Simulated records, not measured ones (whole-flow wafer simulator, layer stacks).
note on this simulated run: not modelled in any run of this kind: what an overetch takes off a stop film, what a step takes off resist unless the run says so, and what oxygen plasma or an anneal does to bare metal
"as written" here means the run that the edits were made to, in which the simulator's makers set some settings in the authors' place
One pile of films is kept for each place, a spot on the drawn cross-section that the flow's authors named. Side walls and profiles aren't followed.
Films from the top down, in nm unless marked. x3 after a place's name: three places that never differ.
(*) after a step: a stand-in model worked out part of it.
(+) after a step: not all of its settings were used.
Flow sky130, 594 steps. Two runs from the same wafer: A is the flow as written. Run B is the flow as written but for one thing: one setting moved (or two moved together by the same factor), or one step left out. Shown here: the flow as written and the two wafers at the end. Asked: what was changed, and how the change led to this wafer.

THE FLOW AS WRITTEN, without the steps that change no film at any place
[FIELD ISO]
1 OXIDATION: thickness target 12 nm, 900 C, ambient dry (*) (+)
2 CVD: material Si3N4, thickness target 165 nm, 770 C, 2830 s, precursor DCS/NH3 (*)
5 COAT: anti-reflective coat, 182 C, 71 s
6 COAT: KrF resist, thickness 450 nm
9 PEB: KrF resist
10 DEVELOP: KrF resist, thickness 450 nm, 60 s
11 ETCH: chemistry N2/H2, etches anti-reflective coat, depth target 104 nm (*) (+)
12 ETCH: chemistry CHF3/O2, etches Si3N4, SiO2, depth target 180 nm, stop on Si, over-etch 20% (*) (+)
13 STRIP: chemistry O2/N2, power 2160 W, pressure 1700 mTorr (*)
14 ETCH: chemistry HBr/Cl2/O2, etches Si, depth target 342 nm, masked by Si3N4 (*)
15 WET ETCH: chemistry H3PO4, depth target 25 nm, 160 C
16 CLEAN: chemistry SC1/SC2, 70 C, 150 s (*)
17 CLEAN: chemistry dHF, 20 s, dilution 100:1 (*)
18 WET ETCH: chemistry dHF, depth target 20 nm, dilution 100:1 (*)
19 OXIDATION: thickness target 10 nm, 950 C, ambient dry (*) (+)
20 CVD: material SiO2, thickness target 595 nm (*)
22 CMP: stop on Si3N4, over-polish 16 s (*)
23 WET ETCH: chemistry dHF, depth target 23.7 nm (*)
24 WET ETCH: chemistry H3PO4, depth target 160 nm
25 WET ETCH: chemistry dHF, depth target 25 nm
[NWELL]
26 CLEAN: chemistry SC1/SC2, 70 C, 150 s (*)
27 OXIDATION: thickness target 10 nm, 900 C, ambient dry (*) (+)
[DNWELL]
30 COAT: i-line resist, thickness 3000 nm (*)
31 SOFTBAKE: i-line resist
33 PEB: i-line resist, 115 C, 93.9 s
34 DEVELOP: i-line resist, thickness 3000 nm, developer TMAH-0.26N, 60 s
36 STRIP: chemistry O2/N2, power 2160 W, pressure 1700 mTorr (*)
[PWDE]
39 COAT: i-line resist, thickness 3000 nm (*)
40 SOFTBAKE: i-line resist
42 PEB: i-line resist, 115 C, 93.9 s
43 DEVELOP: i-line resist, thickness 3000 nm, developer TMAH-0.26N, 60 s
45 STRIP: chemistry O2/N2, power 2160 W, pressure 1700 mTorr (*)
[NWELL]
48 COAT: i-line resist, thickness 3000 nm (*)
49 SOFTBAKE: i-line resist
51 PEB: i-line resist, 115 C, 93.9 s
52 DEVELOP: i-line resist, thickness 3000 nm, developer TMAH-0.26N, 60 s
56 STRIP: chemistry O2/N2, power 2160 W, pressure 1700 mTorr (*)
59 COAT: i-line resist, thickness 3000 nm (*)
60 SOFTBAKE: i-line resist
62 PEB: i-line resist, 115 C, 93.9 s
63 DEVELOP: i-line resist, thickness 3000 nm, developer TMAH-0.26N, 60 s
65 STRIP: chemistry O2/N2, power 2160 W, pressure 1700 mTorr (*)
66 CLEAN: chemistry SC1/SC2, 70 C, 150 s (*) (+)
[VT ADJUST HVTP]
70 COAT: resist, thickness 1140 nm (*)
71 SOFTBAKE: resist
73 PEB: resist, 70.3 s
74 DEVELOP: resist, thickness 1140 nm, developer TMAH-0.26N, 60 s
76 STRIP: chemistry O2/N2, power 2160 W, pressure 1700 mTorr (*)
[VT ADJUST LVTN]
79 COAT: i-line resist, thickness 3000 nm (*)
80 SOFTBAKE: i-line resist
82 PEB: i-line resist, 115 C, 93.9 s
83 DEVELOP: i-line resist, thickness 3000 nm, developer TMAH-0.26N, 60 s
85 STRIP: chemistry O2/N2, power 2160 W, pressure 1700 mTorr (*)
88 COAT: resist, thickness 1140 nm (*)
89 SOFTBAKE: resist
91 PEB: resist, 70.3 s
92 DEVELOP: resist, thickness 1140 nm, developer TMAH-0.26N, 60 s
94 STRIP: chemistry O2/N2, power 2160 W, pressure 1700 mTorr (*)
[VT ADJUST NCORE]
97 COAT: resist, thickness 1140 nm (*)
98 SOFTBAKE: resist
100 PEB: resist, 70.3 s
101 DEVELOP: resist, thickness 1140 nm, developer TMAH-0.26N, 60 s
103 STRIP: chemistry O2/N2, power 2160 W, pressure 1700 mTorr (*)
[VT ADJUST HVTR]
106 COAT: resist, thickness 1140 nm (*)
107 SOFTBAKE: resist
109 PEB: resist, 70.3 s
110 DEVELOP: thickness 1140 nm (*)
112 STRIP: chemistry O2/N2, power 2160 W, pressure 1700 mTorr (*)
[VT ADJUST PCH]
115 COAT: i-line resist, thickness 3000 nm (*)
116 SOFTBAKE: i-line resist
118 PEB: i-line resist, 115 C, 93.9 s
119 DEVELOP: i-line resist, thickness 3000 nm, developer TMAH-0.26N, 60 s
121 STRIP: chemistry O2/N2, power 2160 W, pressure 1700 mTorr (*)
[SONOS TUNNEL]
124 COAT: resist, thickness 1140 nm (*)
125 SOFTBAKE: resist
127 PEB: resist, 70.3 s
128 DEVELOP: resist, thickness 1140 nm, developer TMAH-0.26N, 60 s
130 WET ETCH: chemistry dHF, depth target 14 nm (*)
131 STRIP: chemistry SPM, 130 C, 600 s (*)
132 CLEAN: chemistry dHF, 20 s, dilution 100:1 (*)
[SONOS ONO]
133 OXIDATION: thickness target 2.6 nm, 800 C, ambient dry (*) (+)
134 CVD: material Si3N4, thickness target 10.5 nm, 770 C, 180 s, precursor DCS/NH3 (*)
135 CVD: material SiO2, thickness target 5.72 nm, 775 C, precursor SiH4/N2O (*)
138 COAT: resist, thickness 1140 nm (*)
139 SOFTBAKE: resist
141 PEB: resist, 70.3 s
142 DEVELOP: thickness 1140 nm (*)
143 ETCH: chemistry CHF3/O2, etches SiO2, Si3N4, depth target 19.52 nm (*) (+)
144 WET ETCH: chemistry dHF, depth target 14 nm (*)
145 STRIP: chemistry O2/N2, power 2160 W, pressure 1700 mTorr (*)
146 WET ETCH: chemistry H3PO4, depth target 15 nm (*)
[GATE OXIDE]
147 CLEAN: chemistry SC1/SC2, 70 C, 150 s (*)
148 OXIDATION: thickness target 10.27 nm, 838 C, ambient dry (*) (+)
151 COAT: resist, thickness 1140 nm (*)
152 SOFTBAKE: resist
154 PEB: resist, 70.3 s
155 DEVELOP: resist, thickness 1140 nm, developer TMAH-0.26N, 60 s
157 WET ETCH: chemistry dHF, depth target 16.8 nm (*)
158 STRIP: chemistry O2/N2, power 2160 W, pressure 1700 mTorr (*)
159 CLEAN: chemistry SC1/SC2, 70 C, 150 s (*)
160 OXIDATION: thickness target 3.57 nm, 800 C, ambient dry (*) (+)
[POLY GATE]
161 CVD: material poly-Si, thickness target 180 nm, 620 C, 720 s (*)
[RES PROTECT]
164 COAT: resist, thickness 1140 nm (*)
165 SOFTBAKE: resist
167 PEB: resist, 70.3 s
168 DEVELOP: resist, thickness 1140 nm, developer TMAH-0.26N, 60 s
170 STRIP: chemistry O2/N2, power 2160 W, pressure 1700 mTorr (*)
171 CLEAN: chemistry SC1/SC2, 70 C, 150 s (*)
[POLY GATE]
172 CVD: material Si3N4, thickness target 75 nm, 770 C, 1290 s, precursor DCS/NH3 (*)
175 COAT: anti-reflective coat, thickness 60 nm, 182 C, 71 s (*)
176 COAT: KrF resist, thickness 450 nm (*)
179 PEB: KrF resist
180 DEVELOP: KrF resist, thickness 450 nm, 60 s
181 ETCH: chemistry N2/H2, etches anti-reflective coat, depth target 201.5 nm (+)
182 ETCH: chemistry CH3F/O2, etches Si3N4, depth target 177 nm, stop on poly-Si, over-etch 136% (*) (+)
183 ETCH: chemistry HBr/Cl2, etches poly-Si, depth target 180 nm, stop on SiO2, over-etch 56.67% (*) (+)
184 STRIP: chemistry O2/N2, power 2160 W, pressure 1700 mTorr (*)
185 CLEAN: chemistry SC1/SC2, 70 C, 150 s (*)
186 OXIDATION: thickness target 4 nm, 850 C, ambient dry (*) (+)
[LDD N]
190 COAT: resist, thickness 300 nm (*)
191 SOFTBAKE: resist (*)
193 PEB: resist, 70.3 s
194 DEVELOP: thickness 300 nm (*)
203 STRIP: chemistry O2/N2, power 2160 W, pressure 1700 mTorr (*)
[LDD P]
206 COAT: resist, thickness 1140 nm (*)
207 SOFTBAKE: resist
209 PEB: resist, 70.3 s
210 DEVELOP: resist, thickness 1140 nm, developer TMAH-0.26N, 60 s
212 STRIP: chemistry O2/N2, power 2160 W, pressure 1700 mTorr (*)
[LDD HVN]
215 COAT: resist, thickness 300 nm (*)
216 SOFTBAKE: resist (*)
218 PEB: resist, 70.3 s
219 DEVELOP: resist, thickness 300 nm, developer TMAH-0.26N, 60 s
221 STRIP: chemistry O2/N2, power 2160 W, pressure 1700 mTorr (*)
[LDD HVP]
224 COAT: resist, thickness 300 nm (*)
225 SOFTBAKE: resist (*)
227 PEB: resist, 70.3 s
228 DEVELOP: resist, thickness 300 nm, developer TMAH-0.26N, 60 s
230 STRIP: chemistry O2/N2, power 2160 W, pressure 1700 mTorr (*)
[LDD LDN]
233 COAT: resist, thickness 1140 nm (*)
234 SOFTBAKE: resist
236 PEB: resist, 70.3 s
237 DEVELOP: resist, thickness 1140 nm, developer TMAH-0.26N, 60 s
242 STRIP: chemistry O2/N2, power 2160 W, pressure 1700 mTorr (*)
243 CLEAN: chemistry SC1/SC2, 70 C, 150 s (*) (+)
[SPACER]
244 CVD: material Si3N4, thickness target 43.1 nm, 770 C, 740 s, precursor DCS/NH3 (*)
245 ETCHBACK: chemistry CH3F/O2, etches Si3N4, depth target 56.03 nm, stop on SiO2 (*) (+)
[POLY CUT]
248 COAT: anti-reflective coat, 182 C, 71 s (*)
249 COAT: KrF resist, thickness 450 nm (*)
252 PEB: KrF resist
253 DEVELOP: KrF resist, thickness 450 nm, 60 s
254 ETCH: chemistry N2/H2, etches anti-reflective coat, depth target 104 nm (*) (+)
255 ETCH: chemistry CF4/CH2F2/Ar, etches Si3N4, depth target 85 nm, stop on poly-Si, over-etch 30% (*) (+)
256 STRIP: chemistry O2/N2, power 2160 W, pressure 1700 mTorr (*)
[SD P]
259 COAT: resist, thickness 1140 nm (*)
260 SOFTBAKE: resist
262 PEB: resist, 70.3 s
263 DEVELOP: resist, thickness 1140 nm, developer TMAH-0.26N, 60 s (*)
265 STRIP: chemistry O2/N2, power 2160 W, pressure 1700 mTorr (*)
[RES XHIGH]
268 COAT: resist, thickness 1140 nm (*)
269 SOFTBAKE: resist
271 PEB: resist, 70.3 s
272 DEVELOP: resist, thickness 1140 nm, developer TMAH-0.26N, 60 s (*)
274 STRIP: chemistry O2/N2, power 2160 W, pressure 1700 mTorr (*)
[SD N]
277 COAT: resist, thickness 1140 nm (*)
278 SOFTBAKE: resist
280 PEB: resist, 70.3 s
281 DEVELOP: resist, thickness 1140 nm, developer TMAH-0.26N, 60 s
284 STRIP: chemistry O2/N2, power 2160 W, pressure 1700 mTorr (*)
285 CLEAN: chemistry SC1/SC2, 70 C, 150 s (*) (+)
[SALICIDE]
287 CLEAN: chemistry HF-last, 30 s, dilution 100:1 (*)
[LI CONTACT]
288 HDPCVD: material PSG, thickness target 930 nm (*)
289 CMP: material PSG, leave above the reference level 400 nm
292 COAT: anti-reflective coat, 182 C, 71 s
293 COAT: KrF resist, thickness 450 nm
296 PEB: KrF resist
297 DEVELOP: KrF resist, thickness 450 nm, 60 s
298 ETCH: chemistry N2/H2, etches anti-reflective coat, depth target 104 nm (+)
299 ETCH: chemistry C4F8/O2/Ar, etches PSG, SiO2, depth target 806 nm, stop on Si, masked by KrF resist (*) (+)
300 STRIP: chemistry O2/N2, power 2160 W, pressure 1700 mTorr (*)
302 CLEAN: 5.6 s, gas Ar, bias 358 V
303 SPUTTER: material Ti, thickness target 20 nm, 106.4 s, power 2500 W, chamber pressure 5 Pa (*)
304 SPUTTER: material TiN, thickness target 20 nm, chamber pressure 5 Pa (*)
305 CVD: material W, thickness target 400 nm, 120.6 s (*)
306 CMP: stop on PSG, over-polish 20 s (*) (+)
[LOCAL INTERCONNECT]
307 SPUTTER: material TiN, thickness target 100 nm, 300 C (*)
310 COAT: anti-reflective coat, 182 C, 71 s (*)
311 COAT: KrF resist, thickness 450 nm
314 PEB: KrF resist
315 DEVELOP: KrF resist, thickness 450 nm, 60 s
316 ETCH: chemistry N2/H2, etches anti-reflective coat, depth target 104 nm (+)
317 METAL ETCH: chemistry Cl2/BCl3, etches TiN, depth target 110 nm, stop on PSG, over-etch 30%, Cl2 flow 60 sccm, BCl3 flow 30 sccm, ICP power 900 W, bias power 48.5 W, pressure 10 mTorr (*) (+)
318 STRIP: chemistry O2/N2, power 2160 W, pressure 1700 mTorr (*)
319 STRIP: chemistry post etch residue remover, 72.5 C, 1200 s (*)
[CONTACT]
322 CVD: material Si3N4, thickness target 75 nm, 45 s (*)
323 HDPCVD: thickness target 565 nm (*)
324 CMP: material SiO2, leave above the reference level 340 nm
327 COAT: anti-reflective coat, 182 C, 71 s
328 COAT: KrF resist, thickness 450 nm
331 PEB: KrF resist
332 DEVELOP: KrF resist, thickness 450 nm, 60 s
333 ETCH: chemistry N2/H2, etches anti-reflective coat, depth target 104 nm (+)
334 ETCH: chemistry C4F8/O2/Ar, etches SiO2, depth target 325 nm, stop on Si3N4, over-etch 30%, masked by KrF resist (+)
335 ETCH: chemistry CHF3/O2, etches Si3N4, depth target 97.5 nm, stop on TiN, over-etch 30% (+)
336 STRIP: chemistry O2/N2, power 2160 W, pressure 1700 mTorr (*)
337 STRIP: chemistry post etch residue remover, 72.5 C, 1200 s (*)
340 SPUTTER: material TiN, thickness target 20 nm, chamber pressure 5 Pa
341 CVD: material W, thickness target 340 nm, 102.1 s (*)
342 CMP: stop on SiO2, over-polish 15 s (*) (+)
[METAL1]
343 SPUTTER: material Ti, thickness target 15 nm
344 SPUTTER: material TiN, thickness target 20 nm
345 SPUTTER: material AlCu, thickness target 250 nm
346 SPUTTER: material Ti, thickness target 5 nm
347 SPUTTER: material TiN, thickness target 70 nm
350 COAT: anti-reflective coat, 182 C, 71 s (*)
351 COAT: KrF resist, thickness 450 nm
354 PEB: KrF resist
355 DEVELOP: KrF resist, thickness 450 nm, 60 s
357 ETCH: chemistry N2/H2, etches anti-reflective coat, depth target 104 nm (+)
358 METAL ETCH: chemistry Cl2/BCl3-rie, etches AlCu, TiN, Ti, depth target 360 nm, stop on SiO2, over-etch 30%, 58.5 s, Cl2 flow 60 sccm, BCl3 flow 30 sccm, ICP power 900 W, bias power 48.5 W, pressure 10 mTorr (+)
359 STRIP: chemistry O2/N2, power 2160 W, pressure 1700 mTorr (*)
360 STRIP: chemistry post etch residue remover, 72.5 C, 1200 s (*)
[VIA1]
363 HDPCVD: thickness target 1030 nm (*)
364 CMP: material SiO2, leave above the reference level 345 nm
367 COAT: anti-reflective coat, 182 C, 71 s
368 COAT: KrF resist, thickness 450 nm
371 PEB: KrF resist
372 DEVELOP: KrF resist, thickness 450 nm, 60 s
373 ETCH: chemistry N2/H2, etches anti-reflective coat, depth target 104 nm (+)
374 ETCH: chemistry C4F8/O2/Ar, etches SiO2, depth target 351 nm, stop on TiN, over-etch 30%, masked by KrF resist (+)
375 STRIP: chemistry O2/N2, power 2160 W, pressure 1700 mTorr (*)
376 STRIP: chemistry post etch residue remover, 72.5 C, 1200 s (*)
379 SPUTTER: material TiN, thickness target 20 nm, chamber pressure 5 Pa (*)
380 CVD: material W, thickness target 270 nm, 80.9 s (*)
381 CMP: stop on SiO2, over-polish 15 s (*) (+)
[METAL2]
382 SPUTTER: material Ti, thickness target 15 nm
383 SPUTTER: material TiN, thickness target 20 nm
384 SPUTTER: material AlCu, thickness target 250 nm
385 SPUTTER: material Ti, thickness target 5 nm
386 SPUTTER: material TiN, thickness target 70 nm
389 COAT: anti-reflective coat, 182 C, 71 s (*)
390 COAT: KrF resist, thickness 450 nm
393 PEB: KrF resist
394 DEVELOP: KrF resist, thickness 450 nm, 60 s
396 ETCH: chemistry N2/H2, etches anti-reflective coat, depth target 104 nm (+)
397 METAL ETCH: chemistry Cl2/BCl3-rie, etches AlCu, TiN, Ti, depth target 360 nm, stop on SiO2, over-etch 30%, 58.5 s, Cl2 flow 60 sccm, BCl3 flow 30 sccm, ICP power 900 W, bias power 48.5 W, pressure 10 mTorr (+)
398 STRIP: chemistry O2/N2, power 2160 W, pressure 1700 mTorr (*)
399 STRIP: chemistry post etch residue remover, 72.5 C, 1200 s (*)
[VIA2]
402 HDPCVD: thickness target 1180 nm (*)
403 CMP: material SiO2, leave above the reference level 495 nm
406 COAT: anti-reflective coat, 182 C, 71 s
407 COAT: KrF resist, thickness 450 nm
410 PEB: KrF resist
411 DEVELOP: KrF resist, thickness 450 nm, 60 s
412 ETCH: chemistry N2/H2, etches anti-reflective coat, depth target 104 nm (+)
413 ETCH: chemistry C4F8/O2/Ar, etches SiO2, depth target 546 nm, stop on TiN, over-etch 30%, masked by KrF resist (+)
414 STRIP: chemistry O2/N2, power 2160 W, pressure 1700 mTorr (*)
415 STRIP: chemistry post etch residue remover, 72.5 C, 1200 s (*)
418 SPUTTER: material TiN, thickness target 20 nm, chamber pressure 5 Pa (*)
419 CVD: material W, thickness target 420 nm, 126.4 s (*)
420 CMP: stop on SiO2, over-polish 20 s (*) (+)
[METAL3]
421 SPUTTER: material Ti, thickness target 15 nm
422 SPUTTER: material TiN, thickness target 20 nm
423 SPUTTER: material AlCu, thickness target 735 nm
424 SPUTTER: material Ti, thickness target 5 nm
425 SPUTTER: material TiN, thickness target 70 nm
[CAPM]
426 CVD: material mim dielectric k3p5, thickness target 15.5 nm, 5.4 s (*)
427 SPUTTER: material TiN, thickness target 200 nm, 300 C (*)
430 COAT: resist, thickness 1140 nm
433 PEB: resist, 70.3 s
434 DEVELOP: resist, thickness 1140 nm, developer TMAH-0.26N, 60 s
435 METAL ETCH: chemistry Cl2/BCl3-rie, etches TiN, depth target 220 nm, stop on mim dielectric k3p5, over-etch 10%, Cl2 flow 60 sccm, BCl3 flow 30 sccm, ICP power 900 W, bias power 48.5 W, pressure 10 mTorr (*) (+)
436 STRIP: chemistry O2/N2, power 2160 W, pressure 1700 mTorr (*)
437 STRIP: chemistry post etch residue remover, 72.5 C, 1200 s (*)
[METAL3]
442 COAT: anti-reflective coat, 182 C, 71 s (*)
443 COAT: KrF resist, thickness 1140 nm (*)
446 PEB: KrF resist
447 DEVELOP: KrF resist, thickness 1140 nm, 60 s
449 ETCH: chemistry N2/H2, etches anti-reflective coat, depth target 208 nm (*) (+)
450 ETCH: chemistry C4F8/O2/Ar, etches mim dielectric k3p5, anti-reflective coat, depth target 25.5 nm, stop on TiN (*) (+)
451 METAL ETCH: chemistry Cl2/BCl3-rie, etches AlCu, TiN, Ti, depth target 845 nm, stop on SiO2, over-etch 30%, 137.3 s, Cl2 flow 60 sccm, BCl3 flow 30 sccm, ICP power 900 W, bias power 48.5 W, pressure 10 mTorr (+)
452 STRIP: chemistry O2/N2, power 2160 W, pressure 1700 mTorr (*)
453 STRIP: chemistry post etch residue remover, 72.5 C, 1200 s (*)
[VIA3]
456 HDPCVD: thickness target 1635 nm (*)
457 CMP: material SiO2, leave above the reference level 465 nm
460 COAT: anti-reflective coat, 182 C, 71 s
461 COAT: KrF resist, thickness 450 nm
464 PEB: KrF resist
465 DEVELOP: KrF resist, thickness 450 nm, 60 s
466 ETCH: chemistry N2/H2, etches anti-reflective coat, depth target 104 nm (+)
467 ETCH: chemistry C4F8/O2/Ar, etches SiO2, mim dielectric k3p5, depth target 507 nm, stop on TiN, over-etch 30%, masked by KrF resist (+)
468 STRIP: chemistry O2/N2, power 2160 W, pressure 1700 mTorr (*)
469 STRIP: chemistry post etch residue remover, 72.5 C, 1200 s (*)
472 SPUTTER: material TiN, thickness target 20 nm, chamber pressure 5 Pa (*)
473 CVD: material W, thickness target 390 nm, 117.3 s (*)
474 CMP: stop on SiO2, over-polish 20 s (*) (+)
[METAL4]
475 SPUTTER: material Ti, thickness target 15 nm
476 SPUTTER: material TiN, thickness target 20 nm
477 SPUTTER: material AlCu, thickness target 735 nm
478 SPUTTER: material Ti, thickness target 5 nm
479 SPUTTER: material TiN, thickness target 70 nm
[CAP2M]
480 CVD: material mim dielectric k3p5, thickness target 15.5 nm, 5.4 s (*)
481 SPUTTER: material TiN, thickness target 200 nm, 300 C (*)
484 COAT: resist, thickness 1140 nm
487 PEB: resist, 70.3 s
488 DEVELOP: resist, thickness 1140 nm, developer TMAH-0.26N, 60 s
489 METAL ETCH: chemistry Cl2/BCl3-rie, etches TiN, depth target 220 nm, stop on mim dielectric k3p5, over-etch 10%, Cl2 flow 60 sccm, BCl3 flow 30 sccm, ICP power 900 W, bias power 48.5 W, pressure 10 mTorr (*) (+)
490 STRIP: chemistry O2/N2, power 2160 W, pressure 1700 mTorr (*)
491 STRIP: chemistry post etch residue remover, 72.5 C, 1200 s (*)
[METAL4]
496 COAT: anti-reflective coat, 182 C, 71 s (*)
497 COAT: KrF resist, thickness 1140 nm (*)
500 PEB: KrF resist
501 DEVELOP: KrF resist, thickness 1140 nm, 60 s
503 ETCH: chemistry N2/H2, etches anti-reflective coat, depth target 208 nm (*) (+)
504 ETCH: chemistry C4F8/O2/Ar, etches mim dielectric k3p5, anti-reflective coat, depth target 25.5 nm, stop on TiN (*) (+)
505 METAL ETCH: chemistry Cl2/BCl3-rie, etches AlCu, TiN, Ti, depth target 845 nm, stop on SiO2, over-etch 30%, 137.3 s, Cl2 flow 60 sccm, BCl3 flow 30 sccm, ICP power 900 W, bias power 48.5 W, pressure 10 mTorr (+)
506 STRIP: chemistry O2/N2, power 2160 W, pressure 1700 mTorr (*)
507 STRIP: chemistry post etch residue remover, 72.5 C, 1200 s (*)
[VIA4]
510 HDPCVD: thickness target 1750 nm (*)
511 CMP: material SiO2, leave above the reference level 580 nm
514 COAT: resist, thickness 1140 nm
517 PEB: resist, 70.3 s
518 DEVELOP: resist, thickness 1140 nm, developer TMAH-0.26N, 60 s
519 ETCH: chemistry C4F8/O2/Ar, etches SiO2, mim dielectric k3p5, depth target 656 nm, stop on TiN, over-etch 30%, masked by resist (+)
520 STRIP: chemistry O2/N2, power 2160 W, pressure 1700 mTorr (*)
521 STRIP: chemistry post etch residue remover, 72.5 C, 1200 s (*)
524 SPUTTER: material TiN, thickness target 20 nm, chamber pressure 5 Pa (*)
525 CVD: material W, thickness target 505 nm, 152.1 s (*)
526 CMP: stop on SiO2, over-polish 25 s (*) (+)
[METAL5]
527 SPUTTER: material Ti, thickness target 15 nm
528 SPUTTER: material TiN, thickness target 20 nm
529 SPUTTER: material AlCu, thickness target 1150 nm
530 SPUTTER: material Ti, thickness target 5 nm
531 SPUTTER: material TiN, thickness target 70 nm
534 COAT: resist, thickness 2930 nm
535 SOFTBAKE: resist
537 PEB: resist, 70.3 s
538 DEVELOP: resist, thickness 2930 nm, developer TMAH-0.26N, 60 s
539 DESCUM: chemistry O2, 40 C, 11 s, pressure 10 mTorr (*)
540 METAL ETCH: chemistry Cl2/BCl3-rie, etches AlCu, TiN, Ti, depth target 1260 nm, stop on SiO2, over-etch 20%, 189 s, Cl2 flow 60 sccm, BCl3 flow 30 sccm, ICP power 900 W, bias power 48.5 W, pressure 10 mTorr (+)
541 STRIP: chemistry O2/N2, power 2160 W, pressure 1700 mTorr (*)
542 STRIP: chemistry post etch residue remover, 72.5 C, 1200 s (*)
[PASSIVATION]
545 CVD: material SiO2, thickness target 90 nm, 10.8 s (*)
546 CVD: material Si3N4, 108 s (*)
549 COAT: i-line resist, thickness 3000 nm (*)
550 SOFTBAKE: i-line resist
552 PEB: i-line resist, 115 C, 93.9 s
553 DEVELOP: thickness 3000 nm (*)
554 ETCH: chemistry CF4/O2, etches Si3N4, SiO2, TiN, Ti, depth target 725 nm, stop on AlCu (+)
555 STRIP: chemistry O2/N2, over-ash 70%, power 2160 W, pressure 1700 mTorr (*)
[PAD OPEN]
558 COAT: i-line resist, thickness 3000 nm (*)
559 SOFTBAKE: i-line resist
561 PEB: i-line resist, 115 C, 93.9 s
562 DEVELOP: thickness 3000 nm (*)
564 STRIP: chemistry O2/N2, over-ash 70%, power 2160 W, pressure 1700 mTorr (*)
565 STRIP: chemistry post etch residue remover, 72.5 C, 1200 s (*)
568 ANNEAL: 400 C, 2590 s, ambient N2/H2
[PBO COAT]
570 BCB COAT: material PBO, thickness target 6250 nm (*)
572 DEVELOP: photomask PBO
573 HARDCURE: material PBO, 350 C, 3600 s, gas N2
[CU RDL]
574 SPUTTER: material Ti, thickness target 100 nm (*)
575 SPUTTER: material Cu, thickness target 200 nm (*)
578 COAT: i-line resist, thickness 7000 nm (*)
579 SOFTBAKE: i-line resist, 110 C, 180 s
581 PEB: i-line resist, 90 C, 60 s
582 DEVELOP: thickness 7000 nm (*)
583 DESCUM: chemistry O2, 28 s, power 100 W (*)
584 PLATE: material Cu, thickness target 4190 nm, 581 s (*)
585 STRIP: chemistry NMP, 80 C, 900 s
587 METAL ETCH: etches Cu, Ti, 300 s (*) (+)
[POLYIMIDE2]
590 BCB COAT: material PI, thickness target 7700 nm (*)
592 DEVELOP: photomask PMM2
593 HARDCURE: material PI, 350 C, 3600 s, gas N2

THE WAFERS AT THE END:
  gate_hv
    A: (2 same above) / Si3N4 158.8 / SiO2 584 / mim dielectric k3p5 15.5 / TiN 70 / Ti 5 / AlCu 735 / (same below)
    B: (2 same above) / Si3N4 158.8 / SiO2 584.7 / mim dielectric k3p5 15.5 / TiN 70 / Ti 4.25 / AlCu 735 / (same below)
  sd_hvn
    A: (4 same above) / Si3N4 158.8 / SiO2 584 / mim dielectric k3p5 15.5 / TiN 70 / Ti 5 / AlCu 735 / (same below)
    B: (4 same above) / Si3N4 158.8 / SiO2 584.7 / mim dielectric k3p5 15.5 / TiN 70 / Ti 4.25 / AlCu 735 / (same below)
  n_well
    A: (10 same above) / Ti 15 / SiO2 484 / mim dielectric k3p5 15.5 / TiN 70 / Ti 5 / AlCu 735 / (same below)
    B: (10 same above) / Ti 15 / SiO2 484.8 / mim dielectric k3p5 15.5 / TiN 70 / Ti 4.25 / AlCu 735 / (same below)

The cause: step 478, SPUTTER: thickness target 4.25 nm was run, where the flow has thickness target 5 nm.
It can be read off the wafer: gate_hv has Ti 4.25, and step 478 as written asks for 5 nm.

How the change led to this, step by step:
  478 SPUTTER: material Ti, thickness target 5 nm
      field, active, n_well and 189 more: A Ti +5 (new film) | B Ti +4.25 (new film)
  505 METAL ETCH: chemistry Cl2/BCl3-rie, etches AlCu, TiN, Ti, depth target 845 nm, stop on SiO2, over-etch 30%, 137.3 s, Cl2 flow 60 sccm, BCl3 flow 30 sccm, ICP power 900 W, bias power 48.5 W, pressure 10 mTorr (+)
      field, gate, spacer and 68 more: A TiN -70 (all of it), Ti -5 (all of it), AlCu -735 (all of it), TiN -20 (all of it), Ti -15 (all of it), SiO2 -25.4 | B TiN -70 (all of it), Ti -4.25 (all of it), AlCu -735 (all of it), TiN -20 (all of it), Ti -15 (all of it), SiO2 -25.4
      active, vpp_iso1, mim_edge_plate and 14 more: A TiN -70 (all of it), Ti -5 (all of it), AlCu -735 (all of it), TiN -20 (all of it), Ti -15 (all of it), SiO2 -25.3 | B TiN -70 (all of it), Ti -4.25 (all of it), AlCu -735 (all of it), TiN -20 (all of it), Ti -15 (all of it), SiO2 -25.4
